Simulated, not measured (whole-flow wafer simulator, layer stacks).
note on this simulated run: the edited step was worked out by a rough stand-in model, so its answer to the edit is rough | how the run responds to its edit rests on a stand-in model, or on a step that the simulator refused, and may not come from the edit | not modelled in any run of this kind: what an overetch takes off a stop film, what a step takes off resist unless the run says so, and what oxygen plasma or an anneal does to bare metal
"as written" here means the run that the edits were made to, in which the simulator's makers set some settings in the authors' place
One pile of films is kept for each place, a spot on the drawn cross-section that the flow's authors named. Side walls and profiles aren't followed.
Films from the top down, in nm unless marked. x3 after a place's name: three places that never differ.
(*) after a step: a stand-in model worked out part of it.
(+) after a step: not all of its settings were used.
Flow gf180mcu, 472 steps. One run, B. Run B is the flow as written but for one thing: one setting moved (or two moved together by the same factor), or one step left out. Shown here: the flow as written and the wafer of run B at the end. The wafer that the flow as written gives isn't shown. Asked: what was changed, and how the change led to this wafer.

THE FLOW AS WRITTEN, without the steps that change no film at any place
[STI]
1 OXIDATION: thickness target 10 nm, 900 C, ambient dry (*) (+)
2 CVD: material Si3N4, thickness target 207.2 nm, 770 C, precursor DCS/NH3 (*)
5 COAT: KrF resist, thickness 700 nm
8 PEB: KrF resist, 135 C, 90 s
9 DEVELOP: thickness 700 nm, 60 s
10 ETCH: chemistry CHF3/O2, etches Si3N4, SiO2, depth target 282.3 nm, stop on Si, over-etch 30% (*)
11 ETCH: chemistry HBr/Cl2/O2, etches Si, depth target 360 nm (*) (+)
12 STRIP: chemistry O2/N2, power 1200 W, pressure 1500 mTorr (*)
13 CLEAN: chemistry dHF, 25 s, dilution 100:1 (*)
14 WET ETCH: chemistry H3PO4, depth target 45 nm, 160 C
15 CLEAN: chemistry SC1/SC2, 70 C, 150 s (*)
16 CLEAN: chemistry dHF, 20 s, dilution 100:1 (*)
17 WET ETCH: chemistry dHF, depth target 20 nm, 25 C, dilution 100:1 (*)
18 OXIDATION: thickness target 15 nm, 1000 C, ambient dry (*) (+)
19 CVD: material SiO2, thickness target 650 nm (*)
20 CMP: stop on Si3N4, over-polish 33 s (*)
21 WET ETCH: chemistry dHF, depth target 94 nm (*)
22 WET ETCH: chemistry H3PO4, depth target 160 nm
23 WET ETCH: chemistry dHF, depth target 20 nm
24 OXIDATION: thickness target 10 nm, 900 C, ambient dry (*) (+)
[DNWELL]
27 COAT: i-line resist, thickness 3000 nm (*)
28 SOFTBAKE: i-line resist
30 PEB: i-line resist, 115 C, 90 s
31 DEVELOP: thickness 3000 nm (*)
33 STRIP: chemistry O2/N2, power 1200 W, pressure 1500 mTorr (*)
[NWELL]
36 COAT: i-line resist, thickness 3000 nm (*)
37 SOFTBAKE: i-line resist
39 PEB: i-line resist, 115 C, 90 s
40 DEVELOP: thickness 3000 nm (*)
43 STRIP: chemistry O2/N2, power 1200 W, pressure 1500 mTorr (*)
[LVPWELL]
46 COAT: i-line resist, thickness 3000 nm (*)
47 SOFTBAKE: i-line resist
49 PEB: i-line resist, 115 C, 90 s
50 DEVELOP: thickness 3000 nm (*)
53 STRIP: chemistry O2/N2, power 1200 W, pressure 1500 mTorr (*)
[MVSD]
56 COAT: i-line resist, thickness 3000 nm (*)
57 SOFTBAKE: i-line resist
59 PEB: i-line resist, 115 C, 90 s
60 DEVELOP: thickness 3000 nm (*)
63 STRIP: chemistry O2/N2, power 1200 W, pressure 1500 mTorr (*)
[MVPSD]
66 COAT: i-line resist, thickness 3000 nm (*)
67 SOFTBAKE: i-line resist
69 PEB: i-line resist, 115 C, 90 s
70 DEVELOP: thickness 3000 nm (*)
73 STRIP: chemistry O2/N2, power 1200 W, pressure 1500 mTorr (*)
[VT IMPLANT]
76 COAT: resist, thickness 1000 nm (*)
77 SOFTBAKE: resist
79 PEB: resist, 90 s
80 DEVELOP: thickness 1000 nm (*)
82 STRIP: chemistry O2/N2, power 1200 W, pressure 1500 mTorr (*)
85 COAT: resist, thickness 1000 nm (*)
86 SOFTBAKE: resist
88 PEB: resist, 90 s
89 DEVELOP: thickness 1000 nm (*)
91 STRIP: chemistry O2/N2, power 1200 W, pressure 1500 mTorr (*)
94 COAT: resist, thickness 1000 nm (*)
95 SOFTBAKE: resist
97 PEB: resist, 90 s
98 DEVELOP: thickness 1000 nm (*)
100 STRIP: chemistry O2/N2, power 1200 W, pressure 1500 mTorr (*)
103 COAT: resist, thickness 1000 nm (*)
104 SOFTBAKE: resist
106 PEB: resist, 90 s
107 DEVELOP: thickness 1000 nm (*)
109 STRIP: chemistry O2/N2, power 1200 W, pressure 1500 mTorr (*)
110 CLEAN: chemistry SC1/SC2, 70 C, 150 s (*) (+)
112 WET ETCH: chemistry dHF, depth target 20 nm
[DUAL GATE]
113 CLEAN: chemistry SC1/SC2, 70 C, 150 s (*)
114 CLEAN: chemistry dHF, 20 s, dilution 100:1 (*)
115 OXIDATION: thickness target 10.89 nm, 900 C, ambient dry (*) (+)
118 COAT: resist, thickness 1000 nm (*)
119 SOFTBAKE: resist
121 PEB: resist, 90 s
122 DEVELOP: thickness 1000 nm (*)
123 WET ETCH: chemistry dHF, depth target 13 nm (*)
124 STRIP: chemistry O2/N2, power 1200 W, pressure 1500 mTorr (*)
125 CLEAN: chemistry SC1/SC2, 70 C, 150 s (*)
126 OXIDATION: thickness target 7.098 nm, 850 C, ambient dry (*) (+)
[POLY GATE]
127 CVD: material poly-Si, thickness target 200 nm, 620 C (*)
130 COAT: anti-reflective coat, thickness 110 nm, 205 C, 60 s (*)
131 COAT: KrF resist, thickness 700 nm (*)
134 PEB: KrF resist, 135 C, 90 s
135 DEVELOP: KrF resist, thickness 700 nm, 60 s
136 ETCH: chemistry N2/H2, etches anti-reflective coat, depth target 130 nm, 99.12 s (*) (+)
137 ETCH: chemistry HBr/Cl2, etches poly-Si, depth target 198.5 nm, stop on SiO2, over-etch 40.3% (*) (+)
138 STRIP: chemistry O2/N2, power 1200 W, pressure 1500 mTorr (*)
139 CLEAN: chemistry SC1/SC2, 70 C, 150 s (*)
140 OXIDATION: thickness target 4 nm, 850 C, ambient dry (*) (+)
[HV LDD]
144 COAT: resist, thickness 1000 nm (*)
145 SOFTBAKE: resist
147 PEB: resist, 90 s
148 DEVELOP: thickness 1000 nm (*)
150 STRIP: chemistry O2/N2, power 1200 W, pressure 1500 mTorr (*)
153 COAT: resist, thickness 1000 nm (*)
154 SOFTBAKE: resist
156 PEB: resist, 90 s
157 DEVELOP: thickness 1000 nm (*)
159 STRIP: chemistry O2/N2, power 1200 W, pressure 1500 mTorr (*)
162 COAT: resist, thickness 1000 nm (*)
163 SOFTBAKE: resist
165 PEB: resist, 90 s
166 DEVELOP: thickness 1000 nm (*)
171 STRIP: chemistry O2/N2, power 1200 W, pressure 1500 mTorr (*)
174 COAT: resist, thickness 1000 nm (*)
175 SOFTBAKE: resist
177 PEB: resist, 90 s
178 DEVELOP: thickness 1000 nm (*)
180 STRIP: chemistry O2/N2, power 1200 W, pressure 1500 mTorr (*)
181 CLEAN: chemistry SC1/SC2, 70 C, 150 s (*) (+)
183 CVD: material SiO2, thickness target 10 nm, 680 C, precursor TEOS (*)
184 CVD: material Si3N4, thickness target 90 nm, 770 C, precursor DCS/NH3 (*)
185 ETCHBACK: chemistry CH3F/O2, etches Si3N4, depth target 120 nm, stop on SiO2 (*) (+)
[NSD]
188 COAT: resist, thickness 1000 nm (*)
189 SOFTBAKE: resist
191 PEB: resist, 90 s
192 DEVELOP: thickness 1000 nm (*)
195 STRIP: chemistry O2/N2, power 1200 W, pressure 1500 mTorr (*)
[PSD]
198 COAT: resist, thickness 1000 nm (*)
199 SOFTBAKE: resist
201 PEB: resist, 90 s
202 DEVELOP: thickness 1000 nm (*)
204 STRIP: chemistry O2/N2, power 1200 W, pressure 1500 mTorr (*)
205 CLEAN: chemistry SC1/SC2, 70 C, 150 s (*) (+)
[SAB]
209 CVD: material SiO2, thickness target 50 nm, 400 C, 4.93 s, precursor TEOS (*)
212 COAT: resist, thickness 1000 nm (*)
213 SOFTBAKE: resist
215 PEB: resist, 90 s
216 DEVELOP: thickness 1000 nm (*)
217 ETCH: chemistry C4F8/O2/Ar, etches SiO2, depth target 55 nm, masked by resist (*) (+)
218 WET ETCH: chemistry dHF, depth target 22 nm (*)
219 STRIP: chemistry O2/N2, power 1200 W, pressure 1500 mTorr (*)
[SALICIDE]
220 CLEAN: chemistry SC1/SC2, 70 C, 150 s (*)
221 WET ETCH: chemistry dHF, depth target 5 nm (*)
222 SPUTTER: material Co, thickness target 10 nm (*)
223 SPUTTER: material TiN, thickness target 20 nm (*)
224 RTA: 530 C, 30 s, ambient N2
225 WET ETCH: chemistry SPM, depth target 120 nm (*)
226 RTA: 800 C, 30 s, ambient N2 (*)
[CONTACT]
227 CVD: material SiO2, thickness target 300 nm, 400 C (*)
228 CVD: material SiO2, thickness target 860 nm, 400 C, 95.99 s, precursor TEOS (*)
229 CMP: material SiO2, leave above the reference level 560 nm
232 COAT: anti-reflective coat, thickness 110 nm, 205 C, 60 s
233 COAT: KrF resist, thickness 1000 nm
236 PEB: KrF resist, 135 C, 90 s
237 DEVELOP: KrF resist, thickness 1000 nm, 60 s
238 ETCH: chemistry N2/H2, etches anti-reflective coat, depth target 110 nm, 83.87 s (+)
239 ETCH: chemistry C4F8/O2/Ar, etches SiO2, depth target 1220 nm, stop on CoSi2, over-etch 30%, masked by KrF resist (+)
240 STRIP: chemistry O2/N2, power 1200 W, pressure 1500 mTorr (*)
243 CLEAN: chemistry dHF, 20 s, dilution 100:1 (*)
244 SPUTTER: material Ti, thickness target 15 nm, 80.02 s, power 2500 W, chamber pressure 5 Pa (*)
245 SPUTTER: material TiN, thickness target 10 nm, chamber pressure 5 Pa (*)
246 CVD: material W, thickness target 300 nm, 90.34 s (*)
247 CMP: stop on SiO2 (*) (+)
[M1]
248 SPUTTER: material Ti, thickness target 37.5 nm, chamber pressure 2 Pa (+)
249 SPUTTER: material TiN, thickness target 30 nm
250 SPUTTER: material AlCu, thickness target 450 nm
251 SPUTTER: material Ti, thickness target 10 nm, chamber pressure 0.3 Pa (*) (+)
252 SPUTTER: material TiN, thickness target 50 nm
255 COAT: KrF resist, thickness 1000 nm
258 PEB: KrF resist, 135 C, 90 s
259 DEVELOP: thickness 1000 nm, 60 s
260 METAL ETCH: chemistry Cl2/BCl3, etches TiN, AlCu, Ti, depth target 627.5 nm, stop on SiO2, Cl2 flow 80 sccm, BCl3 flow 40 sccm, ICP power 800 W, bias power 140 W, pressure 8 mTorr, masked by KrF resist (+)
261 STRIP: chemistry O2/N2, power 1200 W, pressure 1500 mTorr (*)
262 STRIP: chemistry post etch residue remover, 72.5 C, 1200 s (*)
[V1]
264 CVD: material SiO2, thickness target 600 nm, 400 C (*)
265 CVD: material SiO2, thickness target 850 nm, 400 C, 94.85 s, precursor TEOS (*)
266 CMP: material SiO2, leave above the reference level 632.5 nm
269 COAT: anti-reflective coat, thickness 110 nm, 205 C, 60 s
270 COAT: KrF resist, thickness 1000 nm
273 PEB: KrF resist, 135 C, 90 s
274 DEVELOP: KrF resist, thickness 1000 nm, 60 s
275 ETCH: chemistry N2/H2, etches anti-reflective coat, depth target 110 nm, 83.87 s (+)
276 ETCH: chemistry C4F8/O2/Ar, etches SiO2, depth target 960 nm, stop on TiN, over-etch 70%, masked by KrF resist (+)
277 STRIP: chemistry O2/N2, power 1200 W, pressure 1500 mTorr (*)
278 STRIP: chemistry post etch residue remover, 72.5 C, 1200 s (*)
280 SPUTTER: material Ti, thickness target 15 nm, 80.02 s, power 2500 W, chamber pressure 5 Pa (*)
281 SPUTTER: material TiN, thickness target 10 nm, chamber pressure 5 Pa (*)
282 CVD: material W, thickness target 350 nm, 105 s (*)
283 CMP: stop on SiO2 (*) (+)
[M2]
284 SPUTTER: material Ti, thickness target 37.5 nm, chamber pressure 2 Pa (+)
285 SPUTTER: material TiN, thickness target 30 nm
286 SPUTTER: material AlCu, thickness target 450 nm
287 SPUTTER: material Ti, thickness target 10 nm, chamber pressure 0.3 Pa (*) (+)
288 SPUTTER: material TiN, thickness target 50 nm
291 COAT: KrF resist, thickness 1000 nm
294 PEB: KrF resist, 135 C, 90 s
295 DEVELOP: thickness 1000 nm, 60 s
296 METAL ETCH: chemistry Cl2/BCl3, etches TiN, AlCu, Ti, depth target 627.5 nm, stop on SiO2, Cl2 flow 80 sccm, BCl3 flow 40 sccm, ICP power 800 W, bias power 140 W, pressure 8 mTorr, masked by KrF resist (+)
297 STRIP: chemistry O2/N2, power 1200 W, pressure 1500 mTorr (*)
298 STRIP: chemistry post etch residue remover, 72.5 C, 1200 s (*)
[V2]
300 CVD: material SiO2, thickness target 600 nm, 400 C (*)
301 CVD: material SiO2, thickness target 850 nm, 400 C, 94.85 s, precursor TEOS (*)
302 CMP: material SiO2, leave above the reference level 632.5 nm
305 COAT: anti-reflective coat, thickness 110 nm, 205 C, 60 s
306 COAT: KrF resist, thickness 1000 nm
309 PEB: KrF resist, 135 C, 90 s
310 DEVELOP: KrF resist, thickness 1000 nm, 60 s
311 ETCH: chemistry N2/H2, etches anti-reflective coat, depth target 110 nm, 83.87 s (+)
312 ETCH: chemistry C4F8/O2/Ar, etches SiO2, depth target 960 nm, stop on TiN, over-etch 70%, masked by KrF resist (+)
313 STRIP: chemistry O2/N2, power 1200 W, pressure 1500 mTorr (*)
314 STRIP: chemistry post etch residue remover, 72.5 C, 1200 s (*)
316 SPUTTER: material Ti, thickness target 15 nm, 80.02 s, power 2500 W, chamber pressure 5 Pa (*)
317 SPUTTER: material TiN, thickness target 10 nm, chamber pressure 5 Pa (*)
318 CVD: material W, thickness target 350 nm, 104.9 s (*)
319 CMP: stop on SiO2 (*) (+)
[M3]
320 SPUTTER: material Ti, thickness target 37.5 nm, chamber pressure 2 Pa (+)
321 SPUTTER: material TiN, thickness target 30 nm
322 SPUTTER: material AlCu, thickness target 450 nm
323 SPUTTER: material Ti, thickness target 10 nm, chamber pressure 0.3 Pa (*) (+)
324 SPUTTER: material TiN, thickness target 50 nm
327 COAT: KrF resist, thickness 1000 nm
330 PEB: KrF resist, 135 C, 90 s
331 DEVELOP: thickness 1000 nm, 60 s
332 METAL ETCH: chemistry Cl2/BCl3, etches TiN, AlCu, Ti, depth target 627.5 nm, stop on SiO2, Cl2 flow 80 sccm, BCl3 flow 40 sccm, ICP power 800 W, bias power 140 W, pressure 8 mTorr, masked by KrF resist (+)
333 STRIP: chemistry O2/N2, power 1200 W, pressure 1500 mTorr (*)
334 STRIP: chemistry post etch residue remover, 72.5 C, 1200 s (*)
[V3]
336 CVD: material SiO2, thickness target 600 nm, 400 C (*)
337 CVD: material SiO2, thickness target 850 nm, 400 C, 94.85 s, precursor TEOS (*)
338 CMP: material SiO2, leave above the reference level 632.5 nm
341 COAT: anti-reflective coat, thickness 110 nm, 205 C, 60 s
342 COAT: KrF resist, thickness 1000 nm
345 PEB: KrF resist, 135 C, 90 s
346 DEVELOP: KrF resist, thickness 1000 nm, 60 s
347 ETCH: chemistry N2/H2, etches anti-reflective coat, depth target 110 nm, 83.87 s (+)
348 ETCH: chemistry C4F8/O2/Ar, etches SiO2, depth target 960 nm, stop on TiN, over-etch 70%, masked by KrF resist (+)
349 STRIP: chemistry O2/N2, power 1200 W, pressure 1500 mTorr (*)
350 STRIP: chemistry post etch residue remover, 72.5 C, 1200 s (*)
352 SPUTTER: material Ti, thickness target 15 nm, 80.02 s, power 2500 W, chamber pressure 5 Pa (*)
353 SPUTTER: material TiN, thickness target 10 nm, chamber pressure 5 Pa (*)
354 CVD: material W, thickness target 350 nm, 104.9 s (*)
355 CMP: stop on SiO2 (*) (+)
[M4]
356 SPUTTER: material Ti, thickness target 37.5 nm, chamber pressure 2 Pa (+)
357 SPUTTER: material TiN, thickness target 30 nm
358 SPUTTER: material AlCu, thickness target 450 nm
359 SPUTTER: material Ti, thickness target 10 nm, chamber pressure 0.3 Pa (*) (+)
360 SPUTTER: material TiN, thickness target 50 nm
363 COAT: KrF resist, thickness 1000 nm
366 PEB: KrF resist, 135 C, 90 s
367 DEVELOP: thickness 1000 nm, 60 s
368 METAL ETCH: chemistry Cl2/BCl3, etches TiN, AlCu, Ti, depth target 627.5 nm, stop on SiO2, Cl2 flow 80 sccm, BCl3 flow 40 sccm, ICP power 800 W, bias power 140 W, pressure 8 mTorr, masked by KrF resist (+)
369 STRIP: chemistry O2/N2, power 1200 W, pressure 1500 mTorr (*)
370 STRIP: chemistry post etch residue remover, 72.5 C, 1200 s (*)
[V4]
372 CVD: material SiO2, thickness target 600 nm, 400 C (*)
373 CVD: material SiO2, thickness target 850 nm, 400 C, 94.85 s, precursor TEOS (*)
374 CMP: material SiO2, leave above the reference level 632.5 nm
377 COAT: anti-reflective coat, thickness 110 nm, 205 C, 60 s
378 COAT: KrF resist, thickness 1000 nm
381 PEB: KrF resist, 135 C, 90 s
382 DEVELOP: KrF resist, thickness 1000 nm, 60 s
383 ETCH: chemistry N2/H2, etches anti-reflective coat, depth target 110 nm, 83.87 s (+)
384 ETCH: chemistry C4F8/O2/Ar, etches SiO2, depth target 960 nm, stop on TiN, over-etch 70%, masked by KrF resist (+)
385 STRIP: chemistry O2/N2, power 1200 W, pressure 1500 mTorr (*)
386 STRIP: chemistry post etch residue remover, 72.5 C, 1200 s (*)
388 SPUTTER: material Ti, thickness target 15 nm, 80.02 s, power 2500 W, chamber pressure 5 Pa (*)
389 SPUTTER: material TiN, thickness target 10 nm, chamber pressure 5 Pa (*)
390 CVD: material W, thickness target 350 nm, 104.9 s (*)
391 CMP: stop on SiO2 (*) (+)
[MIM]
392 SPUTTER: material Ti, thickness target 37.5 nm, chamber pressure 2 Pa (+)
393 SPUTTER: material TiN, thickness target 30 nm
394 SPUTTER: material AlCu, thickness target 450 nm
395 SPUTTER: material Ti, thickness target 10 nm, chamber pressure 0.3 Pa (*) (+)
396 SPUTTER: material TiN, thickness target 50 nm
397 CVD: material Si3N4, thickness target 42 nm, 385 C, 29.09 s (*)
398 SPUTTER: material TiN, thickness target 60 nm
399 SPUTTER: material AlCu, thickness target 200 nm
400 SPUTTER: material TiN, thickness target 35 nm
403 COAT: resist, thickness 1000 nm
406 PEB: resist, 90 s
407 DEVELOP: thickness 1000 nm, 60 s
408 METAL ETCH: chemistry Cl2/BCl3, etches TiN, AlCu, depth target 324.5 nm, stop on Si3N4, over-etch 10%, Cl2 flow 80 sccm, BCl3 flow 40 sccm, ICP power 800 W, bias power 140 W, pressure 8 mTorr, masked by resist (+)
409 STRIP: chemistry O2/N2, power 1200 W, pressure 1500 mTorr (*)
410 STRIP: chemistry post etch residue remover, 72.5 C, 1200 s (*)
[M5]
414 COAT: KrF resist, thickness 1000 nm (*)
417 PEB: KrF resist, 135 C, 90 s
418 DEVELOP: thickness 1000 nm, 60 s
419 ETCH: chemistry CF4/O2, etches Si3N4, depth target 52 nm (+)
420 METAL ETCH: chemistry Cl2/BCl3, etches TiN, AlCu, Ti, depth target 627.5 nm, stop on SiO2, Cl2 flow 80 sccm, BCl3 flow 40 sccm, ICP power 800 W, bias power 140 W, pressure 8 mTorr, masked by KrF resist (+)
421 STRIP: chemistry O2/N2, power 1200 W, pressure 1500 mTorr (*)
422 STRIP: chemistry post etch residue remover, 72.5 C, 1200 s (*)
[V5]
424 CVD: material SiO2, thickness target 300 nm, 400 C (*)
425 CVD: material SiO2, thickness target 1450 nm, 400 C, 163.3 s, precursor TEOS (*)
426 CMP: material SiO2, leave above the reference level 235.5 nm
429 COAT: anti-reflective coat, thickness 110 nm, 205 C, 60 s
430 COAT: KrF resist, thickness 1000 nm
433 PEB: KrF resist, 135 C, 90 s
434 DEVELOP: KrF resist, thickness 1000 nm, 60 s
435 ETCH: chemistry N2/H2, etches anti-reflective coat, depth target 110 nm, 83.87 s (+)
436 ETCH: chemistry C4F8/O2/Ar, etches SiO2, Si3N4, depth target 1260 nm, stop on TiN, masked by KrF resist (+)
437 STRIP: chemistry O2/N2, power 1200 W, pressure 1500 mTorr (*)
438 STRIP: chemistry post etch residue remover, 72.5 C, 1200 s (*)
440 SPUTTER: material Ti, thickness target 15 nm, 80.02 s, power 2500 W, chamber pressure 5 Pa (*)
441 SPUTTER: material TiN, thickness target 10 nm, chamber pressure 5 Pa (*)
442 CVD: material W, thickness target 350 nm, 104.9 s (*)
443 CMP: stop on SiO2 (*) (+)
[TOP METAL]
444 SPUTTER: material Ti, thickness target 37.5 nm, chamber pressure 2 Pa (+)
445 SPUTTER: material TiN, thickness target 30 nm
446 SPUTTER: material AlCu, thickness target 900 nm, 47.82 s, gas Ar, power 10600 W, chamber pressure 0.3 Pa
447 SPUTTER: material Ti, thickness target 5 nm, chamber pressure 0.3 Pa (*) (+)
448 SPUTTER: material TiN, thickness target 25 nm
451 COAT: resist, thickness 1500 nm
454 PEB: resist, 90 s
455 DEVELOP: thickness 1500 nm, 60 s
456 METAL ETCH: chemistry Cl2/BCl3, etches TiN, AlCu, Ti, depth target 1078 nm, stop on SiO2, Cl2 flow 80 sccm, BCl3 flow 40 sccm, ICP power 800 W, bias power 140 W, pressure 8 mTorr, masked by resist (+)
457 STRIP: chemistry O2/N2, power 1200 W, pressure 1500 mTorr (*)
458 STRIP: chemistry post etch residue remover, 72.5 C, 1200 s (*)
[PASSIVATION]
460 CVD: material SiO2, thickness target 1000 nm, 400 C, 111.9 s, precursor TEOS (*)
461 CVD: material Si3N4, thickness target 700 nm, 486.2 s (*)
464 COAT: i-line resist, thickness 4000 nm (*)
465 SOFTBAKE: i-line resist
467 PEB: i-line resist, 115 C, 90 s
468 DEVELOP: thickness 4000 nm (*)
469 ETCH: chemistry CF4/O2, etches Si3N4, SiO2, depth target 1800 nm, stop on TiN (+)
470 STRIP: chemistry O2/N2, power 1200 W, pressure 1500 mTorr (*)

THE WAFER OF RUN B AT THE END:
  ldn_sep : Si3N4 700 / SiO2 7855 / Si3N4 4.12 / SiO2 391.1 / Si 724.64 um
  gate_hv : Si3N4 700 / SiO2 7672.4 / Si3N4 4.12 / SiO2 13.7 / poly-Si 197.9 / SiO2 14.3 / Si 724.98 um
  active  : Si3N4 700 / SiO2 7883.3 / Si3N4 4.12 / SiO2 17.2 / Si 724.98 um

The cause: step 185, ETCHBACK: depth target 81.72 nm was run, where the flow has depth target 120 nm.

How the change led to this, step by step:
  185 ETCHBACK: chemistry CH3F/O2, etches Si3N4, depth target 120 nm, stop on SiO2 (*) (+)
      field, field__w1, field__w2 and 100 more: Si3N4 -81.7 (as written it would be: Si3N4 -90 (all of it), SiO2 -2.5)
  189 SOFTBAKE: resist
      field__w9: resist -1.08 (as written it would be: resist +1.85)
      nw_enc_fld_lv: resist +1.62 (as written it would be: resist +0.58)
  199 SOFTBAKE: resist
      field__w9: resist -1.08 (as written it would be: resist +1.85)
      nw_enc_fld_lv: resist +1.62 (as written it would be: resist +0.58)
  205 CLEAN: chemistry SC1/SC2, 70 C, 150 s (*) (+)
      field, field__w1, field__w2 and 105 more: Si3N4 -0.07 (as written it would be: SiO2 -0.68)
  209 CVD: material SiO2, thickness target 50 nm, 400 C, 4.93 s, precursor TEOS (*)
      field, field__w7, field__w8 and 73 more: SiO2 +50 (new film) (as written it would be: SiO2 +50)
      field_sub__w1, field_sub__w3, field_sub__w4, field_sub__w5, ld_drift_n: SiO2 +48.8 (new film) (as written it would be: SiO2 +48.9)
      (and at 27 more places)
  217 ETCH: chemistry C4F8/O2/Ar, etches SiO2, depth target 55 nm, masked by resist (*) (+)
      field, field__w7, field__w8 and 70 more: SiO2 -50 (all of it), Si3N4 -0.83 (as written it would be: SiO2 -55)
      field_sub__w1, field_sub__w3, field_sub__w4, field_sub__w5, ld_drift_n: SiO2 -48.8 (all of it), Si3N4 -1.03 (as written it would be: SiO2 -55)
      (and at 21 more places)
  218 WET ETCH: chemistry dHF, depth target 22 nm (*)
      gate, gate_hv, gate_p and 23 more: Si3N4 -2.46 (as written it would be: SiO2 -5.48 (all of it))
      field, field__w10, sti and 14 more: Si3N4 -2.46 (as written it would be: SiO2 -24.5)
      (and at 56 more places)
  219 STRIP: chemistry O2/N2, power 1200 W, pressure 1500 mTorr (*)
      gate, gate_hv, gate_p and 23 more: nothing (as written it would be: chemical SiO2 +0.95 (new film), poly-Si -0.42)
      active, p_well, sd_n and 20 more: nothing (as written it would be: chemical SiO2 +0.95 (new film), Si -0.42)
  220 CLEAN: chemistry SC1/SC2, 70 C, 150 s (*)
      field, field__w1, field__w2 and 47 more: Si3N4 -0.07 (as written it would be: SiO2 -0.68)
  221 WET ETCH: chemistry dHF, depth target 5 nm (*)
      active, p_well, gate and 46 more: Si3N4 -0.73 (as written it would be: chemical SiO2 -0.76 (all of it))
      field, field__w1, field__w2 and 23 more: Si3N4 -0.73 (as written it would be: SiO2 -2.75)
      (and at 24 more places)
  222 SPUTTER: material Co, thickness target 10 nm (*)
      ld_drift_p: Co +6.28 (new film) (as written it would be: Co +5.76 (new film))
  224 RTA: 530 C, 30 s, ambient N2
      gate, gate_hv, gate_p and 22 more: nothing (as written it would be: under 1 film: CoSi +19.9 (new film), Co -10 (all of it), poly-Si -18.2)
      active, p_well, sd_n and 11 more: nothing (as written it would be: under 1 film: CoSi +19.9 (new film), Co -10 (all of it), Si -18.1)
      (and at 10 more places)
  225 WET ETCH: chemistry SPM, depth target 120 nm (*)
      active, p_well, gate and 36 more: TiN -20 (all of it), Co -10 (all of it) (as written it would be: TiN -20 (all of it))
      sd_p: TiN -18.3 (all of it), Co -9.24 (all of it) (as written it would be: TiN -17.9 (all of it))
      (and at 10 more places)
  226 RTA: 800 C, 30 s, ambient N2 (*)
      gate, gate_hv, gate_p and 22 more: nothing (as written it would be: CoSi2 +35 (new film), CoSi -19.9 (all of it), poly-Si -18.2)
      active, p_well, sd_n and 11 more: nothing (as written it would be: CoSi2 +35 (new film), CoSi -19.9 (all of it), Si -18.1)
      (and at 10 more places)
  227 CVD: material SiO2, thickness target 300 nm, 400 C (*)
      field, field__w1, field__w2 and 47 more: SiO2 +300 (new film) (as written it would be: SiO2 +300)
  228 CVD: material SiO2, thickness target 860 nm, 400 C, 95.99 s, precursor TEOS (*)
      ld_drift_p: SiO2 +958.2 (as written it would be: SiO2 +979.3)
  ... 5 more steps ...
  471 ANNEAL: 400 C, 1800 s, ambient N2/H2
      polyc_n, polyc_p: under 9 films: void +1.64 (new film), Ti -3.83, TiSi first +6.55 (new film), poly-Si -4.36 (as written it would be: nothing)
      contact: under 49 films: void +1.62 (new film), Ti -3.83, TiSi first +6.55 (new film), Si -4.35 (as written it would be: nothing)
Counting metal films that touch as one body, gate_hv has 0 bodies; the flow as written gives 1 body.
Counting metal films that touch as one body, active has 0 bodies; the flow as written gives 1 body.
